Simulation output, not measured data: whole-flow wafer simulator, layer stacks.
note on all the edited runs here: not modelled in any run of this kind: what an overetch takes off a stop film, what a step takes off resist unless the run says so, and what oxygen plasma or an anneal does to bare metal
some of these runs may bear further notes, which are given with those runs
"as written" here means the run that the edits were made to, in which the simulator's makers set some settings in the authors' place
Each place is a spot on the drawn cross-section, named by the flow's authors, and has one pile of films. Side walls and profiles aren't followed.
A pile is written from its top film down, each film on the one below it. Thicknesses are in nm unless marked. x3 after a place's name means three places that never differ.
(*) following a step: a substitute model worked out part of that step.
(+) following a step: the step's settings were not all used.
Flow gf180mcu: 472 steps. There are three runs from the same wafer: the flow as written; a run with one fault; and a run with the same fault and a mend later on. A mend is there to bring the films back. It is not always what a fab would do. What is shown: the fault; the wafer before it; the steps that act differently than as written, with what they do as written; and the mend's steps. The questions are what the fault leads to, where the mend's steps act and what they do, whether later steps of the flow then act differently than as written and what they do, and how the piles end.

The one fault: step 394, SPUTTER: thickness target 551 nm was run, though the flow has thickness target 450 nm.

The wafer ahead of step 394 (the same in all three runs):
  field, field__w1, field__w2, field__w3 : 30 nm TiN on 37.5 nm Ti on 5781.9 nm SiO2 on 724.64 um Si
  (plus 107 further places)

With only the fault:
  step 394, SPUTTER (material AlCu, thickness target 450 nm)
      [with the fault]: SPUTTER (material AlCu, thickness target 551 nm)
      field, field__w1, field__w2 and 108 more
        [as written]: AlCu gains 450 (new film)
        [with the fault]: AlCu gains 551 (new film)
  Steps further on in the flow that do not act as written (2 other steps are not shown; they differ only slightly, by no more than 2% or 0.5 nm, whichever is larger):
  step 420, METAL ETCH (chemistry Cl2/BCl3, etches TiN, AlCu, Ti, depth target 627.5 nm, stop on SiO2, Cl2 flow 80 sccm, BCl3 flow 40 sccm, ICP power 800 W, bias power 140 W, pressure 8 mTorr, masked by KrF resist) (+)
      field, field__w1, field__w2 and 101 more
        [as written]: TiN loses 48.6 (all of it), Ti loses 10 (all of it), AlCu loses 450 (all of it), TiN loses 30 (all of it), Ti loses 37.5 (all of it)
        [with the fault]: TiN loses 48.6 (all of it), Ti loses 10 (all of it), AlCu loses 551 (all of it), TiN loses 17.9
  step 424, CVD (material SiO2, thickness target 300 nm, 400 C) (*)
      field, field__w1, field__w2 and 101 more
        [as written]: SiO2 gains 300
        [with the fault]: SiO2 gains 300 (new film)
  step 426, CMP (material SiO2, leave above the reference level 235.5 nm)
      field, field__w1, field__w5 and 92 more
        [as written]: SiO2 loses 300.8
        [with the fault]: SiO2 loses 249
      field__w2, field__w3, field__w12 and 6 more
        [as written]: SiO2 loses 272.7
        [with the fault]: SiO2 loses 218.5
  The piles end different from the flow's at field, field__w1, field__w2 and 109 more by more than 2% or 0.5 nm, whichever is larger.
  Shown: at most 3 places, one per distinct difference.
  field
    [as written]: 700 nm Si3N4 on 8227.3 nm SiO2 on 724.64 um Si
    [with the fault]: 700 nm Si3N4 on 2497.2 nm SiO2 on 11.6 nm TiN on 37.5 nm Ti on 5781.9 nm SiO2 on 724.64 um Si
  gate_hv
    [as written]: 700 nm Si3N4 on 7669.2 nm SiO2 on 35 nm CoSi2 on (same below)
    [with the fault]: 700 nm Si3N4 on 2497.2 nm SiO2 on 11.6 nm TiN on 37.5 nm Ti on 5223.8 nm SiO2 on 35 nm CoSi2 on (same below)
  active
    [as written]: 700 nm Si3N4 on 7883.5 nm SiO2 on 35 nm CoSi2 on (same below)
    [with the fault]: 700 nm Si3N4 on 2497.2 nm SiO2 on 11.6 nm TiN on 37.5 nm Ti on 5438.1 nm SiO2 on 35 nm CoSi2 on (same below)

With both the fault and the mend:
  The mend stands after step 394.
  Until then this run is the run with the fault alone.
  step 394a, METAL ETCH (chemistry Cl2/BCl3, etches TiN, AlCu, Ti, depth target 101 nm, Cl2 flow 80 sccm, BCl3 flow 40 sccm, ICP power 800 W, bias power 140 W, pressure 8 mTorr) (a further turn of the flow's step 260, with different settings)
      field, field__w1, field__w2 and 108 more
        AlCu loses 101
  None of the later steps of the flow acts differently than as written at any place that is followed.
  The piles end the same as the flow's at every place that both follow.
